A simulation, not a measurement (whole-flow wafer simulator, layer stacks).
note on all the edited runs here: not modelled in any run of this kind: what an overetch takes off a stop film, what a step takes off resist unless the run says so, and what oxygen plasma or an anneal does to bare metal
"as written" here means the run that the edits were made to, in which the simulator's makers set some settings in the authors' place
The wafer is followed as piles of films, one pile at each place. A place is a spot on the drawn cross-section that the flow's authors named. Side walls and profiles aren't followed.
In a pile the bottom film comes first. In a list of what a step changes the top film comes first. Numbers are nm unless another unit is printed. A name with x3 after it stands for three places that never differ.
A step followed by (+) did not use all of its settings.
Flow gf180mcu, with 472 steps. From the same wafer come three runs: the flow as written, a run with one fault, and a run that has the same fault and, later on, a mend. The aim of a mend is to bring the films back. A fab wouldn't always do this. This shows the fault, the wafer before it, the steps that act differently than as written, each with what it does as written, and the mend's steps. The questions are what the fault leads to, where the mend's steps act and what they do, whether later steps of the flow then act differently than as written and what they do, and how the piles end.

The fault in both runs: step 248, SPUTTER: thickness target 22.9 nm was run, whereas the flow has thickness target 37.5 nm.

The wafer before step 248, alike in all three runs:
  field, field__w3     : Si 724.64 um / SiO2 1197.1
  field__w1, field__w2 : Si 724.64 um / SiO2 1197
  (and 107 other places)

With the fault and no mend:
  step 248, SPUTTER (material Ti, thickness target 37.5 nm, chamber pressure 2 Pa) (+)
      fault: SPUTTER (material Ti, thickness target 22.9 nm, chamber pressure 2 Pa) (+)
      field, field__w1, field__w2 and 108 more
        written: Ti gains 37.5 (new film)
        fault: Ti gains 22.9 (new film)
  Steps further on in the flow that do not act as written:
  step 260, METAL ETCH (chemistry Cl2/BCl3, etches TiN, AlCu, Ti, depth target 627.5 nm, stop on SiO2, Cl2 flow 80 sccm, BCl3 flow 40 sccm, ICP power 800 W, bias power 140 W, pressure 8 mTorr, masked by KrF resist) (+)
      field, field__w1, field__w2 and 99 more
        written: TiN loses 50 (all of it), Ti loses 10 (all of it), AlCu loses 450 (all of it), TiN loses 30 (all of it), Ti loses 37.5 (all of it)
        fault: TiN loses 50 (all of it), Ti loses 10 (all of it), AlCu loses 450 (all of it), TiN loses 30 (all of it), Ti loses 22.9 (all of it)
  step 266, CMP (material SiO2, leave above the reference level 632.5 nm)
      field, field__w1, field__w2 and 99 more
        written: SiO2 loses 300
        fault: SiO2 loses 314.6
  By the end, the piles at field__w8, contact, m1 and 6 more depart from the flow's by more than 2% or 0.5 nm, whichever is larger.
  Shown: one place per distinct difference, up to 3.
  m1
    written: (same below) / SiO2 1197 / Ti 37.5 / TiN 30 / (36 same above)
    fault: (same below) / SiO2 1197 / Ti 22.9 / TiN 30 / (36 same above)
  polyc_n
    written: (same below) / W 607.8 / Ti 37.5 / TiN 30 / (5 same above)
    fault: (same below) / W 607.8 / Ti 22.9 / TiN 30 / (5 same above)
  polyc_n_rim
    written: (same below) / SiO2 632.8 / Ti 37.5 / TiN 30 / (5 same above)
    fault: (same below) / SiO2 632.8 / Ti 22.9 / TiN 30 / (5 same above)

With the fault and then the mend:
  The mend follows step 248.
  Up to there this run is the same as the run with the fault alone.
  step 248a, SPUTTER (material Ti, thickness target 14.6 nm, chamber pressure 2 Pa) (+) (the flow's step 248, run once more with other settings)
      field, field__w1, field__w2 and 108 more
        Ti gains 14.6
  Later steps of the flow that are run all act as written at every place that is followed.
  At every place that both follow, the piles at the end match the flow's.
